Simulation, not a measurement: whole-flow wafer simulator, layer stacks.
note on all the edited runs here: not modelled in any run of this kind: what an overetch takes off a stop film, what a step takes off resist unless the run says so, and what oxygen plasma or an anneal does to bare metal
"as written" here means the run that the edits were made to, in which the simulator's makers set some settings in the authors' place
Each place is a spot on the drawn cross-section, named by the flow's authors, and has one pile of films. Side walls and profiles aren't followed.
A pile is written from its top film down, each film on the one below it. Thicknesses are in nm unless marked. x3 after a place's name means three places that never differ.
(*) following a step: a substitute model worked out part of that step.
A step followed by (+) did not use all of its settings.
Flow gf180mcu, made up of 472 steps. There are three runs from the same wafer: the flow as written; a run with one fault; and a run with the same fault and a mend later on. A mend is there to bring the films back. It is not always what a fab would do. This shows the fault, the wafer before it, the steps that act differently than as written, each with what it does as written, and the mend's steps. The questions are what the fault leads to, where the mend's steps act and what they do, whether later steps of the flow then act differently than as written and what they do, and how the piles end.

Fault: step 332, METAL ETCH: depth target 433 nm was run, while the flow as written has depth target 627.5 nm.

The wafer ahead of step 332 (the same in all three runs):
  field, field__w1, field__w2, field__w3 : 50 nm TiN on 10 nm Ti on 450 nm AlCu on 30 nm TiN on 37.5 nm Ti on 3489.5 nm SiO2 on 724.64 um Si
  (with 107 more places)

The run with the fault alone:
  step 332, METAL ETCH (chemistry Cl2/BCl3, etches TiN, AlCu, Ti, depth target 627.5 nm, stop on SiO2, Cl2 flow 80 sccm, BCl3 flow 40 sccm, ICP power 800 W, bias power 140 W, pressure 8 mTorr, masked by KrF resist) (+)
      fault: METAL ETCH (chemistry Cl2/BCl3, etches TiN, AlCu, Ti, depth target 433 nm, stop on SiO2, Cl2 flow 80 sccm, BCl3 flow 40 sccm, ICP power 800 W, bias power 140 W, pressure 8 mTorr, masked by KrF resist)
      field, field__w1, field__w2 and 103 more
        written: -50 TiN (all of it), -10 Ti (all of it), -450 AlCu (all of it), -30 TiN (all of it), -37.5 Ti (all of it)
        fault: -50 TiN (all of it), -10 Ti (all of it), -373 AlCu
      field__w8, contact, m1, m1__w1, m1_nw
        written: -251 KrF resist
        fault: -173.2 KrF resist
  Steps later in the flow that act otherwise than as written:
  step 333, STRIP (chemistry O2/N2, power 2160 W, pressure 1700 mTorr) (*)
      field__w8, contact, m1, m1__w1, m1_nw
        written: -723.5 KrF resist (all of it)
        fault: -801.3 KrF resist (all of it)
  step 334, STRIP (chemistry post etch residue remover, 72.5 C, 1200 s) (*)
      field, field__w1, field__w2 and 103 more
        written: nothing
        fault: -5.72 AlCu
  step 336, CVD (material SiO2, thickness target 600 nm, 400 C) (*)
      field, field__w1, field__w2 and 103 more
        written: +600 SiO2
        fault: +600 SiO2 (new film)
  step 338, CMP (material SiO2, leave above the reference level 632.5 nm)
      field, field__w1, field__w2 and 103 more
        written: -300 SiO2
        fault: -438.8 SiO2
  By the end, the piles at field, field__w1, field__w2 and 104 more depart from the flow's by more than 2% or 0.5 nm, whichever is larger.
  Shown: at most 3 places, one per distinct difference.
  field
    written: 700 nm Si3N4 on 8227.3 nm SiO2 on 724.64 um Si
    fault: 700 nm Si3N4 on 4599 nm SiO2 on 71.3 nm AlCu on 30 nm TiN on 37.5 nm Ti on 3489.5 nm SiO2 on 724.64 um Si
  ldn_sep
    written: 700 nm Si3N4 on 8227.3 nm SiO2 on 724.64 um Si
    fault: 700 nm Si3N4 on 4599 nm SiO2 on 71.3 nm AlCu on 30 nm TiN on 37.5 nm Ti on 3489.4 nm SiO2 on 724.64 um Si
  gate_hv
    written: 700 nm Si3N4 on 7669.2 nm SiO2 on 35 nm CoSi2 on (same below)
    fault: 700 nm Si3N4 on 4599 nm SiO2 on 71.3 nm AlCu on 30 nm TiN on 37.5 nm Ti on 2931.3 nm SiO2 on 35 nm CoSi2 on (same below)

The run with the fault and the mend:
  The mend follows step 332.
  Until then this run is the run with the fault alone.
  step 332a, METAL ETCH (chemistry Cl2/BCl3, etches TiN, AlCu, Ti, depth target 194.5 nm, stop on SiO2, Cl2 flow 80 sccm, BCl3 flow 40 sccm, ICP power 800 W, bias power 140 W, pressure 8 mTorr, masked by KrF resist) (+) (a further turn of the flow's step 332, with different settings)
      field, field__w1, field__w2 and 103 more
        -77 AlCu (all of it), -30 TiN (all of it), -37.5 Ti (all of it)
      field__w8, contact, m1, m1__w1, m1_nw
        -77.8 KrF resist
  None of the later steps of the flow acts differently than as written at any place that is followed.
  The piles end the same as the flow's at every place that both follow.
